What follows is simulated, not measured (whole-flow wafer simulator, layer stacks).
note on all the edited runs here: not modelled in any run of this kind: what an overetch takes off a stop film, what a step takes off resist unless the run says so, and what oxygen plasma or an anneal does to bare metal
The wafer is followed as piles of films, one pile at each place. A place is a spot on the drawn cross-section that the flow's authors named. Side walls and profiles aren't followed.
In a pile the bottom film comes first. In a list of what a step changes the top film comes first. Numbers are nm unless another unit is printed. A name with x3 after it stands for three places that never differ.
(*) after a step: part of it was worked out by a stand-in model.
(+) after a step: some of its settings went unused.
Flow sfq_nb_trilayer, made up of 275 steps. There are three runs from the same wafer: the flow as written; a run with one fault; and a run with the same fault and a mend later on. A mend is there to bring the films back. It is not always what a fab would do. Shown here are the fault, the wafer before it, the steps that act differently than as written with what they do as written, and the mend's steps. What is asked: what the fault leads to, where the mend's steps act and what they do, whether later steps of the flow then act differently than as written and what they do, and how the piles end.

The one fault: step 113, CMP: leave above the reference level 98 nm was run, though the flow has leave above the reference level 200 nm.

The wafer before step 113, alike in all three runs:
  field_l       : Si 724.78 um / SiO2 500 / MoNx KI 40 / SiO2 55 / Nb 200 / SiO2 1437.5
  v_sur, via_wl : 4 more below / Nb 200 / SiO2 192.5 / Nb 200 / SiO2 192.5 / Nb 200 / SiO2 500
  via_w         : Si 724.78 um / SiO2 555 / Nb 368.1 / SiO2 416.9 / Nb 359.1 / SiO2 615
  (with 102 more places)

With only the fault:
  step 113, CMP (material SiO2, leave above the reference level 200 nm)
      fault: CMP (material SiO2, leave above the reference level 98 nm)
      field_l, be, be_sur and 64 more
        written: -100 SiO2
        fault: -202 SiO2
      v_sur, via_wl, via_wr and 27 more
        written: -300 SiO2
        fault: -402 SiO2
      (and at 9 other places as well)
  Later steps of the flow acting differently than as written (3 more steps, not shown, differ only slightly: by at most 2% or 0.5 nm, whichever is larger):
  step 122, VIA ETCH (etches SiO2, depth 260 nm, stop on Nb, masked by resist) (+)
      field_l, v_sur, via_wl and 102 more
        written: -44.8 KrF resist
        fault: -25.3 KrF resist
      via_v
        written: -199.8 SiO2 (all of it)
        fault: -97.8 SiO2 (all of it)
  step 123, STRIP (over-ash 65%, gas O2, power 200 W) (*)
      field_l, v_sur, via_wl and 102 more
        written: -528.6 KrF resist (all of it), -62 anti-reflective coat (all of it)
        fault: -548.1 KrF resist (all of it), -62 anti-reflective coat (all of it)
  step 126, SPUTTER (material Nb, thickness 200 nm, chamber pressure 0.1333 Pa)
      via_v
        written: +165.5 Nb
        fault: +188.3 Nb
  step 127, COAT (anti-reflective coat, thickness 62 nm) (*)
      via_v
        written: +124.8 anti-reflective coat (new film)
        fault: +104.1 anti-reflective coat (new film)
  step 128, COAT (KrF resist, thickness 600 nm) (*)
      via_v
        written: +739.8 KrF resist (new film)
        fault: +651.9 KrF resist (new film)
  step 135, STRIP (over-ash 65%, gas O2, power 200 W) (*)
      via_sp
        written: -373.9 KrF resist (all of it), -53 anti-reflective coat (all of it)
        fault: -382.6 KrF resist (all of it), -52.6 anti-reflective coat (all of it)
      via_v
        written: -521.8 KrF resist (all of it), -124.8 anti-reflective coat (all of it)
        fault: -434.1 KrF resist (all of it), -104.1 anti-reflective coat (all of it)
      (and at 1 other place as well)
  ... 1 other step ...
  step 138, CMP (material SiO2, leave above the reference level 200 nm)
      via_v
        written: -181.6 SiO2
        fault: -191.4 SiO2
  At field_l, v_sur, via_wl and 103 more, the piles at the end differ from the flow's by more than 2% or 0.5 nm, whichever is larger.
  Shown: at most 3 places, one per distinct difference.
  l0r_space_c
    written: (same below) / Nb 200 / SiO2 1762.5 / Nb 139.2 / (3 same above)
    fault: (same below) / Nb 200 / SiO2 1660.5 / Nb 139.2 / (3 same above)
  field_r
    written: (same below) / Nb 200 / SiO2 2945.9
    fault: (same below) / Nb 200 / SiO2 2843.9
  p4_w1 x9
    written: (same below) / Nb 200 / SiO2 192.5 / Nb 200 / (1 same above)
    fault: (same below) / Nb 200 / SiO2 90.5 / Nb 200 / (1 same above)

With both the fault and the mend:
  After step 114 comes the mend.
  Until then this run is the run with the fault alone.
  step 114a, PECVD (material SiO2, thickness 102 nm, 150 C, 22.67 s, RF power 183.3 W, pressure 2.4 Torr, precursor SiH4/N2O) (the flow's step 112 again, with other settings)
      field_l, v_sur, via_wl and 103 more
        +102 SiO2
  Later steps of the flow that are run all act as written at every place that is followed.
  The piles end the same as the flow's at every place that both follow.
